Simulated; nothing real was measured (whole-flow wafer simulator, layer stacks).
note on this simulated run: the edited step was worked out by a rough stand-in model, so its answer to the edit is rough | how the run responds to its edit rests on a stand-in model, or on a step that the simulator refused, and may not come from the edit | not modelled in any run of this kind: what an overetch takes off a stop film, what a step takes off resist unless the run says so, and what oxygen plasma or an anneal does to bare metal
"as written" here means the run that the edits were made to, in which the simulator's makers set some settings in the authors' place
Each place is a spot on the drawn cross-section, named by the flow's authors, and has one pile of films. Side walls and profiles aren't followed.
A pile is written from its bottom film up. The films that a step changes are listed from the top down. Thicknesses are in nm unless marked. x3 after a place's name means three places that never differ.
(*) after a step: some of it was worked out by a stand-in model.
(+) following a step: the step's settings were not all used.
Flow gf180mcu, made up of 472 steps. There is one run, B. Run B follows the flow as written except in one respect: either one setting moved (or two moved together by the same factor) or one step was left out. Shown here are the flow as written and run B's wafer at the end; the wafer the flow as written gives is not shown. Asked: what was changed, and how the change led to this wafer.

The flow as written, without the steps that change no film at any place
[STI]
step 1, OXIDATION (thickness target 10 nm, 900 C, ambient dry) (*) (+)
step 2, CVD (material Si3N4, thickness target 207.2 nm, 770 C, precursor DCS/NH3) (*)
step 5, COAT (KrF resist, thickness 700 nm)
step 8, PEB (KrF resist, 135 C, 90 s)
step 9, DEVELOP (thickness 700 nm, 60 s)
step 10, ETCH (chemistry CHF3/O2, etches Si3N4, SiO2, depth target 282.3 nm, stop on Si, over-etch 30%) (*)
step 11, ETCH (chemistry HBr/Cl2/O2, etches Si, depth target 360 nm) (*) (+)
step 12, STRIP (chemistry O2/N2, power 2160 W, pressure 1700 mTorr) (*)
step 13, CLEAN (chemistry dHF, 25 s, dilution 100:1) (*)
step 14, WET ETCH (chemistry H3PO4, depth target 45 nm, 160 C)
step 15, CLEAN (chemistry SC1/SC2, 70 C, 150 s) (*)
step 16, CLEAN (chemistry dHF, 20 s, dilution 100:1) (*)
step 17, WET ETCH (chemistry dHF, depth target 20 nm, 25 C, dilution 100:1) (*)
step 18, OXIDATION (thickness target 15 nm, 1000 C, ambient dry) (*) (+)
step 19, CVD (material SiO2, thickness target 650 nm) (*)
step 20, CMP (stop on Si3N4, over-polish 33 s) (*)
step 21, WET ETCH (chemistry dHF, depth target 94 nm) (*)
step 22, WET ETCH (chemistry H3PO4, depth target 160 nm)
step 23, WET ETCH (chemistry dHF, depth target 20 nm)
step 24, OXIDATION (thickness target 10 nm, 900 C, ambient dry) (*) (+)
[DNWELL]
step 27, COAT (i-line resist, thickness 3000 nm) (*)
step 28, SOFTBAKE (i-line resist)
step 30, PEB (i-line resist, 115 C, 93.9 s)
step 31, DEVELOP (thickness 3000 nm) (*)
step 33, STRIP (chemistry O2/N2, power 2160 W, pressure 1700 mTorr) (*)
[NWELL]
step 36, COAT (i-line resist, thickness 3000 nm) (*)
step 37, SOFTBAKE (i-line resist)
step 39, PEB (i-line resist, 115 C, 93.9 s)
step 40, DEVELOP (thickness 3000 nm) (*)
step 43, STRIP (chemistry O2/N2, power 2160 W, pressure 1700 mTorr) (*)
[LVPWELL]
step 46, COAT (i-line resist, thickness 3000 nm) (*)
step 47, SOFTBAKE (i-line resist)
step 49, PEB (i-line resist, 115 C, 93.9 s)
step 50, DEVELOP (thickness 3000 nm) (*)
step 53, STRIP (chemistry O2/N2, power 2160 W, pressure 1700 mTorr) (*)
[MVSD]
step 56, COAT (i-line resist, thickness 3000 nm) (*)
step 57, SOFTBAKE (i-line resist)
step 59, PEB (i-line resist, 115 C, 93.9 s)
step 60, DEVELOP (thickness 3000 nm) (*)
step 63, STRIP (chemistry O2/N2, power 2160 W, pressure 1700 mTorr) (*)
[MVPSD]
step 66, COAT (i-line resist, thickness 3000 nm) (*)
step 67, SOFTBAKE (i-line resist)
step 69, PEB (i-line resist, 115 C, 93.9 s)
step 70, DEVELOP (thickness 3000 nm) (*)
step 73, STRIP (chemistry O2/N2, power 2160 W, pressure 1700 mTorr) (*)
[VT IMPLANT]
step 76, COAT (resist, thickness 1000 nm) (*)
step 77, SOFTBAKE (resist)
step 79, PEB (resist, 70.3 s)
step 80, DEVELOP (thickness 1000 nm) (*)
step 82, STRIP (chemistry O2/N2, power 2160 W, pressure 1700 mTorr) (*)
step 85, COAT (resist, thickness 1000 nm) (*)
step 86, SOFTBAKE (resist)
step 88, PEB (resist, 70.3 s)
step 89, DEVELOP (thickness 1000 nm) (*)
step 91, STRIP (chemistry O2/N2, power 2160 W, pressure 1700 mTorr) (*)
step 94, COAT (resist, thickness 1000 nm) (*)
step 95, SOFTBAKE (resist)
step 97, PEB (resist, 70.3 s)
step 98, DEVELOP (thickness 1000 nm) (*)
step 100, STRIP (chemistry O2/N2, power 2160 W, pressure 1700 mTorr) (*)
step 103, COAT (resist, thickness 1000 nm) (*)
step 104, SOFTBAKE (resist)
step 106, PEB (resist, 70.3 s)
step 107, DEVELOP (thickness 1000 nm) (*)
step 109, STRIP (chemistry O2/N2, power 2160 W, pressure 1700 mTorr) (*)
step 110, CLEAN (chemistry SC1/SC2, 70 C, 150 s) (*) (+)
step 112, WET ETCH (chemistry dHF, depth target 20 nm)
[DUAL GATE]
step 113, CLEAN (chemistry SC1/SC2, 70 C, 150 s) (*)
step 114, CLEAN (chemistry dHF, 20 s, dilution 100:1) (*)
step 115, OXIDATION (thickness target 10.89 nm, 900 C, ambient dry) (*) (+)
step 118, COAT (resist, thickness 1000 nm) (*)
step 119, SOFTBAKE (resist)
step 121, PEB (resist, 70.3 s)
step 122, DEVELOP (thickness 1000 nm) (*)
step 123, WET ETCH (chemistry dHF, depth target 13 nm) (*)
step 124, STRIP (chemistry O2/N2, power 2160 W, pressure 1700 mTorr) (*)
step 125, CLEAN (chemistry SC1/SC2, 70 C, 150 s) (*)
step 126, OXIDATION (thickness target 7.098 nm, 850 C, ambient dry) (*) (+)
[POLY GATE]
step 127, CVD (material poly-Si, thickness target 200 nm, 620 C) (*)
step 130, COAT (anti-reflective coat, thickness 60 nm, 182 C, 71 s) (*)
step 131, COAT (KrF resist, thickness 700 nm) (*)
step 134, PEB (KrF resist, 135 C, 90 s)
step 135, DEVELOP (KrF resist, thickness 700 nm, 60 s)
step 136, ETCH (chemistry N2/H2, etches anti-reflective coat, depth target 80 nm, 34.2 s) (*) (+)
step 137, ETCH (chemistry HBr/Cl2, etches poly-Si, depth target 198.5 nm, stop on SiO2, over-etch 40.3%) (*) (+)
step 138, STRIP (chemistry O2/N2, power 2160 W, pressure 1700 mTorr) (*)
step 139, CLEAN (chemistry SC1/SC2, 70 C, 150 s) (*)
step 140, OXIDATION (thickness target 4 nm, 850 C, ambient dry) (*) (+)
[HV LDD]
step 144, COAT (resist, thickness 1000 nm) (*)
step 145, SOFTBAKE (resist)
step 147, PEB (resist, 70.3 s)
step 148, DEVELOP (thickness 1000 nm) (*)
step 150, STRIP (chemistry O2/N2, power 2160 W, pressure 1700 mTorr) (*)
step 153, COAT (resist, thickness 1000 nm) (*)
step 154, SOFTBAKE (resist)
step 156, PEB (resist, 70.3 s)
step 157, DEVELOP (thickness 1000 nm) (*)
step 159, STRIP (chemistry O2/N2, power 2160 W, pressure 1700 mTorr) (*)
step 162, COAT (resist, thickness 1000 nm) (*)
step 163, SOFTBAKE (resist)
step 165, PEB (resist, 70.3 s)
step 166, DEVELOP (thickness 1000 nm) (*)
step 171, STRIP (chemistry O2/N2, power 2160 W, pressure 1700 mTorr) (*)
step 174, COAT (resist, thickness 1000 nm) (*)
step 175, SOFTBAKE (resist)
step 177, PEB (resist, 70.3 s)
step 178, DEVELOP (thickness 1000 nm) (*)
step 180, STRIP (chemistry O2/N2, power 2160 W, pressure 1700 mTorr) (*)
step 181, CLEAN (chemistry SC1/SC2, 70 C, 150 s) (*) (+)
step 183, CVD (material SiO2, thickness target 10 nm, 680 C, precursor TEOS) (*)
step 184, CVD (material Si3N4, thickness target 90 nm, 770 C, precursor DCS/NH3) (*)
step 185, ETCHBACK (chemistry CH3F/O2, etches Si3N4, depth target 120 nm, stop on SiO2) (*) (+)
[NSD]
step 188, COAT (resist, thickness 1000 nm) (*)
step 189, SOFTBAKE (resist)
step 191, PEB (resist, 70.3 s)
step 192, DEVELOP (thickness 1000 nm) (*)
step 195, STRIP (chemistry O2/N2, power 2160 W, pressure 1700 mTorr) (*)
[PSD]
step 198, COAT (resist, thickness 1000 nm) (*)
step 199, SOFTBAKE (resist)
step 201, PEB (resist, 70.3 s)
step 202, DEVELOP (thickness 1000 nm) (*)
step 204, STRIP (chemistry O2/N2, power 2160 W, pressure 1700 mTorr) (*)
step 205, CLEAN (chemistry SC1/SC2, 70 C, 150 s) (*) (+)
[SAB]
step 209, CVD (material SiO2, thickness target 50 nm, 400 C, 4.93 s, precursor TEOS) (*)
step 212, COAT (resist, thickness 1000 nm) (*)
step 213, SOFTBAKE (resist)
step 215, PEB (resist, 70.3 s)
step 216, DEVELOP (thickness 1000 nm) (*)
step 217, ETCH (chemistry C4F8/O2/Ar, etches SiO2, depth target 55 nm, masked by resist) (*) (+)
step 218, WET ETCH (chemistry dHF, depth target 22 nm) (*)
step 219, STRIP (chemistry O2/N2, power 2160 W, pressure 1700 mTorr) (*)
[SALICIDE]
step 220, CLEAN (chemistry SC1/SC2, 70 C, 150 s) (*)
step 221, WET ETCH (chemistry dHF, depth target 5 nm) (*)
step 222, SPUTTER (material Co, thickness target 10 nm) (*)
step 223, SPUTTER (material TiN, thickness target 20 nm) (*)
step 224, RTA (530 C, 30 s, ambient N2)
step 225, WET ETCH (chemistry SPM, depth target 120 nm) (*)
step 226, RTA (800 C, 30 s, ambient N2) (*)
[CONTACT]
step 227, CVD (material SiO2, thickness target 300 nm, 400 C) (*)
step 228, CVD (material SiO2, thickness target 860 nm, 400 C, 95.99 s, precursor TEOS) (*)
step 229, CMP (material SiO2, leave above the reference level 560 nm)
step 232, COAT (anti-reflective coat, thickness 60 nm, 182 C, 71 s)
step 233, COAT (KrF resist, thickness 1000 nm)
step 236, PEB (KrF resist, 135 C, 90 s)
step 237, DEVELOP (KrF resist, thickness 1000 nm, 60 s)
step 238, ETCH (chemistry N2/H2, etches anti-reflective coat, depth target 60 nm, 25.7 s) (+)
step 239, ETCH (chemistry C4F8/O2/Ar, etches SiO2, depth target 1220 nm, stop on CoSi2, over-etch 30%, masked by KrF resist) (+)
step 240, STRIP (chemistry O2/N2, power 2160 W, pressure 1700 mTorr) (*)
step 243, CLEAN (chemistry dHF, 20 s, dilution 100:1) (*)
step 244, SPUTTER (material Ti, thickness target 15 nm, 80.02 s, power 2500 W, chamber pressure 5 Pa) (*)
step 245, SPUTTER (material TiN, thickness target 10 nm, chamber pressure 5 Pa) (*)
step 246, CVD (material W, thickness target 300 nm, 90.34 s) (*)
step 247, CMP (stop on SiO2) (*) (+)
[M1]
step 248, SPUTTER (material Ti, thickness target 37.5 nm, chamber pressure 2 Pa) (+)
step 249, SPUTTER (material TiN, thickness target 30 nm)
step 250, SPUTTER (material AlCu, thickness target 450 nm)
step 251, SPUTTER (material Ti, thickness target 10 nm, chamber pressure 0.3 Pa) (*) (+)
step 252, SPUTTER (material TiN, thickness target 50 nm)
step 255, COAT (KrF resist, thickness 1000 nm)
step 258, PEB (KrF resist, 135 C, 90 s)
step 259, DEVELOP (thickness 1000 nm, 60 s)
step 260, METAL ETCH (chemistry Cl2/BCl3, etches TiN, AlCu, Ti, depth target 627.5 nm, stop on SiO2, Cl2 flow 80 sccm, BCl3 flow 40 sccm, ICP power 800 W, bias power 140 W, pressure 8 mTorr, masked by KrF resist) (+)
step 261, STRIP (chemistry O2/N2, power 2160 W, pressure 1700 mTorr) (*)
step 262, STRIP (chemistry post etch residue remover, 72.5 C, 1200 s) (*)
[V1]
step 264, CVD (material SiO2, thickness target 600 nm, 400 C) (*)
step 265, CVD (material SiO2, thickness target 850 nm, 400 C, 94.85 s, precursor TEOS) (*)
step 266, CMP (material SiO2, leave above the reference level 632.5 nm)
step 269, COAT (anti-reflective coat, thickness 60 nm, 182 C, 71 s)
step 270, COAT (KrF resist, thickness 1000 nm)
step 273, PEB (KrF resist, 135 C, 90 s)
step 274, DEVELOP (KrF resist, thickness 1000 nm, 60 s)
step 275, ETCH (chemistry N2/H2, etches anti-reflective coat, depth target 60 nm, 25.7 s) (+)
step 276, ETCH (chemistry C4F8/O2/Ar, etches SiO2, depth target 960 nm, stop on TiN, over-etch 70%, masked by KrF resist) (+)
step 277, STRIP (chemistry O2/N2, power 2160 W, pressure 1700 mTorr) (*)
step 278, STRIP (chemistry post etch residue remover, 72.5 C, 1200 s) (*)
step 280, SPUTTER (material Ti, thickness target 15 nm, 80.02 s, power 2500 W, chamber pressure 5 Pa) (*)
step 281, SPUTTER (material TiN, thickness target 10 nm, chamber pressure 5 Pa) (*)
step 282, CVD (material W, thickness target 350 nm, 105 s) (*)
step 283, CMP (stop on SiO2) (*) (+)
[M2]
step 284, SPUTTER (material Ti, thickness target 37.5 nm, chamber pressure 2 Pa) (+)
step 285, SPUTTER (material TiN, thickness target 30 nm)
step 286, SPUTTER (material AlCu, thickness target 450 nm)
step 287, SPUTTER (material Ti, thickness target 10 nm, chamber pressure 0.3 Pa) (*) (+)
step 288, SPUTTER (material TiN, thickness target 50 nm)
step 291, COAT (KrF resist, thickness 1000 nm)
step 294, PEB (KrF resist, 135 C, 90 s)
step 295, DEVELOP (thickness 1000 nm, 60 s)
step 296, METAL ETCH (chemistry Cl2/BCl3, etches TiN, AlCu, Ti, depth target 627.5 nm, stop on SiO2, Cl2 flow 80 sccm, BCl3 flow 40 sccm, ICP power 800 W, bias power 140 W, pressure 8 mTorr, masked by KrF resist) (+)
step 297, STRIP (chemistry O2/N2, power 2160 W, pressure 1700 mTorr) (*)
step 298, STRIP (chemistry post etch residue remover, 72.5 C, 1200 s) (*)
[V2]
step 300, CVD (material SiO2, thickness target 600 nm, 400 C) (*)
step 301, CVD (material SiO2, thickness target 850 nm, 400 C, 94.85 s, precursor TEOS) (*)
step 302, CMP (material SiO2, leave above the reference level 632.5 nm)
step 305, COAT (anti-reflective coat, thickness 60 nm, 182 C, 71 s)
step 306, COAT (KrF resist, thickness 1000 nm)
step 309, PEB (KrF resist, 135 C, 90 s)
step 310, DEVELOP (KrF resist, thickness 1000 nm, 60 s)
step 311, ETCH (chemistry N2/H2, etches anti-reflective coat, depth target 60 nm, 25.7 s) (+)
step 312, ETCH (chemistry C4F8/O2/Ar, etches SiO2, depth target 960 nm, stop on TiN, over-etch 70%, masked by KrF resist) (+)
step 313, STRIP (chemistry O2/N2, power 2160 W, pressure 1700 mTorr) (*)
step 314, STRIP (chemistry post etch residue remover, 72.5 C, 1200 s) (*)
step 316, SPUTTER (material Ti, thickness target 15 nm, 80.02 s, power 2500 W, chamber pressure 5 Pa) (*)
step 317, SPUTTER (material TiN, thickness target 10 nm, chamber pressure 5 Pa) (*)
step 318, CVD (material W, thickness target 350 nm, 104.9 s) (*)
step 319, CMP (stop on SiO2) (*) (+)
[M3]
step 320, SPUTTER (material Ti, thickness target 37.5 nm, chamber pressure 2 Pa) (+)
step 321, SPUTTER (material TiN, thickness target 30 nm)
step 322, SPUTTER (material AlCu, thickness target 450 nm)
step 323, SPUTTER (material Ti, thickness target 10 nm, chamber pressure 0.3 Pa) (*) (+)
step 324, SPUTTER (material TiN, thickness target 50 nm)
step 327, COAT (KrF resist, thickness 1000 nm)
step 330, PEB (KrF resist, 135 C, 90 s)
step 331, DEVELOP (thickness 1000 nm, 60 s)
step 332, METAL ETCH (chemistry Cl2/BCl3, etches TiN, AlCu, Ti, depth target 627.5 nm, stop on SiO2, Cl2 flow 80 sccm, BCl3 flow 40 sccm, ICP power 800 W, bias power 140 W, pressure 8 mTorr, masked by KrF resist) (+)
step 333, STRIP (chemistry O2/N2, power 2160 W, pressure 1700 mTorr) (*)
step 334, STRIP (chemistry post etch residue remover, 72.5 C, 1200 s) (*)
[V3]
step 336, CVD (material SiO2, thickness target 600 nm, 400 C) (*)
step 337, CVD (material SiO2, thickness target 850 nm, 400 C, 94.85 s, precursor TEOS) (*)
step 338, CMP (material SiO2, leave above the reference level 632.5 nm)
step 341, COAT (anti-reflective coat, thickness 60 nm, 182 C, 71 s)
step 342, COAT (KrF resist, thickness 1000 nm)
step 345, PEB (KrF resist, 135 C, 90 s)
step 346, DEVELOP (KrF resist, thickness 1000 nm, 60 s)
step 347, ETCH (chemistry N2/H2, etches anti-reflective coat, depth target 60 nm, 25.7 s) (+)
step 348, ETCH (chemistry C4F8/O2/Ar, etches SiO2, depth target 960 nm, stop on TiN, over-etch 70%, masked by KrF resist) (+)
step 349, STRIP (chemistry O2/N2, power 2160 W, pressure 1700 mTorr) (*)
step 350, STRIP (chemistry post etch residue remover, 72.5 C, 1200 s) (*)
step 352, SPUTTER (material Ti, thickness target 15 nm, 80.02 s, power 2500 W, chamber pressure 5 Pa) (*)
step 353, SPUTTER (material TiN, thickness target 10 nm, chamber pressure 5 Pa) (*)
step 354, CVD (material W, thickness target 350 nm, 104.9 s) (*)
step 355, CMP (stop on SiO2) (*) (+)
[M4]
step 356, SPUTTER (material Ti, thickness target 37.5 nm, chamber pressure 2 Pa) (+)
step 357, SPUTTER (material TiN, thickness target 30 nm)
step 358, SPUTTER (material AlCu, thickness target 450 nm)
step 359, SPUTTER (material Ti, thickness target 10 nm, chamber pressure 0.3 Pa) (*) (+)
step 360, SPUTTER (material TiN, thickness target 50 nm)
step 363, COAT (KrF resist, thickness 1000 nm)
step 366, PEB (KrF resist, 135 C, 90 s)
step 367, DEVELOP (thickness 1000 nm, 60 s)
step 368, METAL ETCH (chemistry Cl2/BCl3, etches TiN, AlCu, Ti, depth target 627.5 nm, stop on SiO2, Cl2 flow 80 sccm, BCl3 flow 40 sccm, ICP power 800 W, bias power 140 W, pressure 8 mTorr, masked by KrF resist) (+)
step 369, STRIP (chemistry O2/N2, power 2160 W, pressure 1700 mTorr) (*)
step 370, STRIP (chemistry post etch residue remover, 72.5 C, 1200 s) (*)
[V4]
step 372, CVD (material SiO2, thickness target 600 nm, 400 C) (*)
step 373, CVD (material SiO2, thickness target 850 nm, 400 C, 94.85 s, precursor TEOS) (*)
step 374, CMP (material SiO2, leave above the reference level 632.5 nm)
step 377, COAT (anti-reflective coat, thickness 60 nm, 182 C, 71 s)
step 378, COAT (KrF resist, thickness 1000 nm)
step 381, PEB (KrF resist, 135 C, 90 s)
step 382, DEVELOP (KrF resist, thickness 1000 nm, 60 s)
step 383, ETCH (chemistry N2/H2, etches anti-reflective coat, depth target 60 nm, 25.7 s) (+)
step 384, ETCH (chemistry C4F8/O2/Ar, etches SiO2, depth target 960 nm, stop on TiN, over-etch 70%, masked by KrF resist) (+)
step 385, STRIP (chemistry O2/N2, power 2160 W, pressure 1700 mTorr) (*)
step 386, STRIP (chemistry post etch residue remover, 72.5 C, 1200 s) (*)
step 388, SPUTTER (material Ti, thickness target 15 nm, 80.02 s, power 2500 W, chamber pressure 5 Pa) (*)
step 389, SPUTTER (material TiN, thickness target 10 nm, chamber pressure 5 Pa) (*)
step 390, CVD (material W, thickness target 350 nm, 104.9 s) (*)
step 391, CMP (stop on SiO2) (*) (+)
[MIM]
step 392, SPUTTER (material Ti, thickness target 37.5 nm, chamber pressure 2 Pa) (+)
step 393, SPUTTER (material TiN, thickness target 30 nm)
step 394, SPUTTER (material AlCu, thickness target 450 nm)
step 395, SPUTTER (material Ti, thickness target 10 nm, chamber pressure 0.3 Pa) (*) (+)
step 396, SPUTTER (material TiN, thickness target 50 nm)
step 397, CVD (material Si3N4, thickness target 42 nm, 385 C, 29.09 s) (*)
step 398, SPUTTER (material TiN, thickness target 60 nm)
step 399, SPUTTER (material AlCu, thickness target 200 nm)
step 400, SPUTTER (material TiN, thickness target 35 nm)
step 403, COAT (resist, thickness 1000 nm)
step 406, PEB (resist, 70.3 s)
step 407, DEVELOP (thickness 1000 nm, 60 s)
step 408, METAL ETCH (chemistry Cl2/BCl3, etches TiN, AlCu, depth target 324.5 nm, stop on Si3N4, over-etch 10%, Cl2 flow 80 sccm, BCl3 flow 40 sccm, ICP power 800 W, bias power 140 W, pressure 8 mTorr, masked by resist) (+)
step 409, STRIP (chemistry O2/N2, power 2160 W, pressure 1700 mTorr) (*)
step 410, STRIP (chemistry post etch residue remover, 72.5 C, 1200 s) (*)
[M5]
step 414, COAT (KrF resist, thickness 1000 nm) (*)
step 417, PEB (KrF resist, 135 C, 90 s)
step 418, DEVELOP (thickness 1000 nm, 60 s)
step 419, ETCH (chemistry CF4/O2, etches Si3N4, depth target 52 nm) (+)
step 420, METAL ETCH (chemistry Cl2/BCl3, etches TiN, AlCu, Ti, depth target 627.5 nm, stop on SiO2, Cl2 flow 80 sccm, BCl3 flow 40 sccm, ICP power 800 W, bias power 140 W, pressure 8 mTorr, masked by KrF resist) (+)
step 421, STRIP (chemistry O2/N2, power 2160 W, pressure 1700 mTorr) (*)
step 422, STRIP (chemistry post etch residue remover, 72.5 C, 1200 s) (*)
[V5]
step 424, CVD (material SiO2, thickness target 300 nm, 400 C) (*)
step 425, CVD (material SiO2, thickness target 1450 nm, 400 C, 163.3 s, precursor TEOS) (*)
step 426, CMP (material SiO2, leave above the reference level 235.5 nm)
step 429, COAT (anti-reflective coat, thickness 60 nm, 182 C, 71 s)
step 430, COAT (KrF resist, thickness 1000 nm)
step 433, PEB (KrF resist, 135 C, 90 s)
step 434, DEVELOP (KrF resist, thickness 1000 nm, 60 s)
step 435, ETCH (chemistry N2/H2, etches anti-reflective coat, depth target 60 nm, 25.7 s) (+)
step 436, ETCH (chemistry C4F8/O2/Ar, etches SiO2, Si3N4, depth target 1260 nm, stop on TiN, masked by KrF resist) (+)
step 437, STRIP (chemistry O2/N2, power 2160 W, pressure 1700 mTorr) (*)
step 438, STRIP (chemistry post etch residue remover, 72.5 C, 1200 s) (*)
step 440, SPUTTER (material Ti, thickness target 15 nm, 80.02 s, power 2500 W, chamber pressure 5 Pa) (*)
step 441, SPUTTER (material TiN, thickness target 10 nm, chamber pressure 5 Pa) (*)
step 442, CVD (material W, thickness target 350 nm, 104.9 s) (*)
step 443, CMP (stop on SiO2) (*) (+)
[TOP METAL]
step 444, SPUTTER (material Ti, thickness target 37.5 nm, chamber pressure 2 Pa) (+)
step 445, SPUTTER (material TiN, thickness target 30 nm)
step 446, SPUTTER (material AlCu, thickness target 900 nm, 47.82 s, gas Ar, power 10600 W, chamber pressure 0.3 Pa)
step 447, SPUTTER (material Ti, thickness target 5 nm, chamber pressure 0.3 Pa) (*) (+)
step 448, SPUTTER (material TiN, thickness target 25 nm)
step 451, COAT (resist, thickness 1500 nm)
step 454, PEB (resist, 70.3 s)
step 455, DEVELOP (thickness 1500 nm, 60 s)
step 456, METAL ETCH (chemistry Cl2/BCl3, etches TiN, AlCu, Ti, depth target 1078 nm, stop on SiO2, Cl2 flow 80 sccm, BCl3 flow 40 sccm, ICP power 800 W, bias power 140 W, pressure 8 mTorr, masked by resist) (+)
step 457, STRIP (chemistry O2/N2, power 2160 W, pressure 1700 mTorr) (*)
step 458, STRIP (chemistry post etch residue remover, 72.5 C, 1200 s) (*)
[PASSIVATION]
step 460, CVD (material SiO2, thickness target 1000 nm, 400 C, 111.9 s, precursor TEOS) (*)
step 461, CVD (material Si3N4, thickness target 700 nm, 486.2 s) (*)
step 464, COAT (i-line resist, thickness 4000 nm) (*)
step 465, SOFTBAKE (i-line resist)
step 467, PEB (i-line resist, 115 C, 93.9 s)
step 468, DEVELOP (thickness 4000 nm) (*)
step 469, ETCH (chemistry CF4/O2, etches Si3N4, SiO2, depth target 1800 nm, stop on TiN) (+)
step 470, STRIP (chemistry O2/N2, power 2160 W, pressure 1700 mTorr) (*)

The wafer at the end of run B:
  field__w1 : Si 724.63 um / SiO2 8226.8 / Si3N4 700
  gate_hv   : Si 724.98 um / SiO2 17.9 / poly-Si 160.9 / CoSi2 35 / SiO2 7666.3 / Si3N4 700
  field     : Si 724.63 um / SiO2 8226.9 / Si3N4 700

What caused this: step 115, OXIDATION: thickness target 14.91 nm was run, though the flow has thickness target 10.89 nm.

The path from the change to this, step by step:
  step 115, OXIDATION (thickness target 10.89 nm, 900 C, ambient dry) (*) (+)
      active, n_well, p_well and 40 more: +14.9 SiO2 (new film), -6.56 Si (in the flow as written it would be: +10.9 SiO2 (new film), -4.79 Si)
      sti, mim_1p0, pad and 19 more: +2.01 SiO2, -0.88 Si (in the flow as written it would be: +1.22 SiO2, -0.54 Si)
      (as well as at 27 more places)
  step 123, WET ETCH (chemistry dHF, depth target 13 nm) (*)
      active, n_well, p_well and 12 more: -13 SiO2 (in the flow as written it would be: -10.9 SiO2 (all of it))
  step 124, STRIP (chemistry O2/N2, power 2160 W, pressure 1700 mTorr) (*)
      active, n_well, p_well and 12 more: nothing (in the flow as written it would be: +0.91 chemical SiO2 (new film), -0.4 Si)
  step 126, OXIDATION (thickness target 7.098 nm, 850 C, ambient dry) (*) (+)
      active, n_well, p_well and 12 more: +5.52 SiO2, -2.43 Si (in the flow as written it would be: +7.1 SiO2 (new film), -0.76 chemical SiO2 (all of it), -2.79 Si)
  step 130, COAT (anti-reflective coat, thickness 60 nm, 182 C, 71 s) (*)
      p_well, spacer, sd_n: +72.5 anti-reflective coat (new film) (in the flow as written it would be: +70.9 anti-reflective coat (new film))
  step 136, ETCH (chemistry N2/H2, etches anti-reflective coat, depth target 80 nm, 34.2 s) (*) (+)
      p_well, spacer, sd_n: -72.5 anti-reflective coat (all of it), -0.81 poly-Si (in the flow as written it would be: -70.9 anti-reflective coat (all of it), -0.85 poly-Si)
  step 189, SOFTBAKE (resist)
      field__w9: -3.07 resist (in the flow as written it would be: +6.92 resist)
      active_hv: -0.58 resist (in the flow as written it would be: +2.68 resist)
      (as well as at 1 more place)
  step 199, SOFTBAKE (resist)
      field__w9: -3.07 resist (in the flow as written it would be: +6.92 resist)
      active_hv: -0.58 resist (in the flow as written it would be: +2.68 resist)
      (as well as at 1 more place)
  step 218, WET ETCH (chemistry dHF, depth target 22 nm) (*)
      ldn_tap, ldn_src, ldn_drn, ldp_tap, ldp_src, ldp_drn, ldp_gr: -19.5 SiO2 (all of it) (in the flow as written it would be: -16 SiO2 (all of it))
      ld_drn_n, ld_sd_p: -18.4 SiO2 (all of it) (in the flow as written it would be: -14.8 SiO2 (all of it))
      (as well as at 5 more places)
